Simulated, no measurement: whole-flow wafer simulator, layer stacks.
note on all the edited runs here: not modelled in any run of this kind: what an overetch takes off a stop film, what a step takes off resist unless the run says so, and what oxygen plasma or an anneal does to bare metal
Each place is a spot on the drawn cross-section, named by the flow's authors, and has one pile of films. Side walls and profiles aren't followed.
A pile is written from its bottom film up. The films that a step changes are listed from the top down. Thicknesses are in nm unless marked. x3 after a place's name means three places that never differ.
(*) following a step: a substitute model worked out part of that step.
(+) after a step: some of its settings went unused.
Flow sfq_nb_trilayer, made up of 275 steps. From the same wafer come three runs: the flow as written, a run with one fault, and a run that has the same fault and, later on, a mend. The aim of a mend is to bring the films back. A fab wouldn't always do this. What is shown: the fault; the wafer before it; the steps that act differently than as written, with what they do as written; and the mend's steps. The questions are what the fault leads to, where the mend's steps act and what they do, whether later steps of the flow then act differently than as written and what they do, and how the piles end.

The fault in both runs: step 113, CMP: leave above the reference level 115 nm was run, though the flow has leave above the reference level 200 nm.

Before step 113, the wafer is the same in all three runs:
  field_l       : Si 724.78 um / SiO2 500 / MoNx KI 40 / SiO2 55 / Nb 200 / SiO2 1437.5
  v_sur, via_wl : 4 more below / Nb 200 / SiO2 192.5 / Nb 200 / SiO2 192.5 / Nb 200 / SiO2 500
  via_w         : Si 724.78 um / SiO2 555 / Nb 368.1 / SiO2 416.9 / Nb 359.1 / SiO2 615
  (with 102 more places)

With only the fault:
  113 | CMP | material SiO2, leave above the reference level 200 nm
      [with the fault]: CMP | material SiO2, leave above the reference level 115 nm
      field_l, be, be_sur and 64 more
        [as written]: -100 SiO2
        [with the fault]: -185 SiO2
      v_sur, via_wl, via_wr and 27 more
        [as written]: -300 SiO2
        [with the fault]: -385 SiO2
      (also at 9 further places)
  Steps further on in the flow that do not act as written (3 other steps are not shown; they differ only slightly, by no more than 2% or 0.5 nm, whichever is larger):
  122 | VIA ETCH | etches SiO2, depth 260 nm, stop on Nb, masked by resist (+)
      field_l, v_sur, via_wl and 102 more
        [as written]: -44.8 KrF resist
        [with the fault]: -29.7 KrF resist
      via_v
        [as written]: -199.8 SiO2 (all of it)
        [with the fault]: -114.8 SiO2 (all of it)
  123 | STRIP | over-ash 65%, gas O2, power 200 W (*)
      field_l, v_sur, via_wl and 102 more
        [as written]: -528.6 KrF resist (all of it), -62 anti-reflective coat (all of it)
        [with the fault]: -543.7 KrF resist (all of it), -62 anti-reflective coat (all of it)
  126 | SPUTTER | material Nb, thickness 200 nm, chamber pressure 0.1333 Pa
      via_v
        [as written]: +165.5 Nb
        [with the fault]: +184.4 Nb
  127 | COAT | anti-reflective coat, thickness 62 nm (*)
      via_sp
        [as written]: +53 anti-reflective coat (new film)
        [with the fault]: +54.8 anti-reflective coat (new film)
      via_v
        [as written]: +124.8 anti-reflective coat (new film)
        [with the fault]: +105.2 anti-reflective coat (new film)
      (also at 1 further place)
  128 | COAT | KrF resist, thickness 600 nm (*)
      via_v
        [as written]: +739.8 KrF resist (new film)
        [with the fault]: +669.5 KrF resist (new film)
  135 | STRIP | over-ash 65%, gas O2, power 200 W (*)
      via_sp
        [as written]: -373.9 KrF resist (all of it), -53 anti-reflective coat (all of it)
        [with the fault]: -379.6 KrF resist (all of it), -54.8 anti-reflective coat (all of it)
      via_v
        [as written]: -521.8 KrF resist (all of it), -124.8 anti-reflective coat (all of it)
        [with the fault]: -451.7 KrF resist (all of it), -105.2 anti-reflective coat (all of it)
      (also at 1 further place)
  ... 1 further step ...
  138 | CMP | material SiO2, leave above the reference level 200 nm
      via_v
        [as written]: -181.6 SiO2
        [with the fault]: -170.4 SiO2
  By the end, the piles at field_l, v_sur, via_wl and 103 more depart from the flow's by more than 2% or 0.5 nm, whichever is larger.
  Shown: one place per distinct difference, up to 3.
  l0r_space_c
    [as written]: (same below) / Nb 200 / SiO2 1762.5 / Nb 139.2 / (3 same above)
    [with the fault]: (same below) / Nb 200 / SiO2 1677.5 / Nb 139.2 / (3 same above)
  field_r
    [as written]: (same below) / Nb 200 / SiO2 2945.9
    [with the fault]: (same below) / Nb 200 / SiO2 2860.9
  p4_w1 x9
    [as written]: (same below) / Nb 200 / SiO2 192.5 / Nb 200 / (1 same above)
    [with the fault]: (same below) / Nb 200 / SiO2 107.5 / Nb 200 / (1 same above)

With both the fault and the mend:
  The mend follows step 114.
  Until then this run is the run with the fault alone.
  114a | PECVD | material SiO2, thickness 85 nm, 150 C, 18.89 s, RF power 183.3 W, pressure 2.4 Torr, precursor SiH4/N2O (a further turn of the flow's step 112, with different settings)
      field_l, v_sur, via_wl and 103 more
        +85 SiO2
  Every later step of the flow that is run acts as written at every place that is followed.
  The piles end the same as the flow's at every place that both follow.
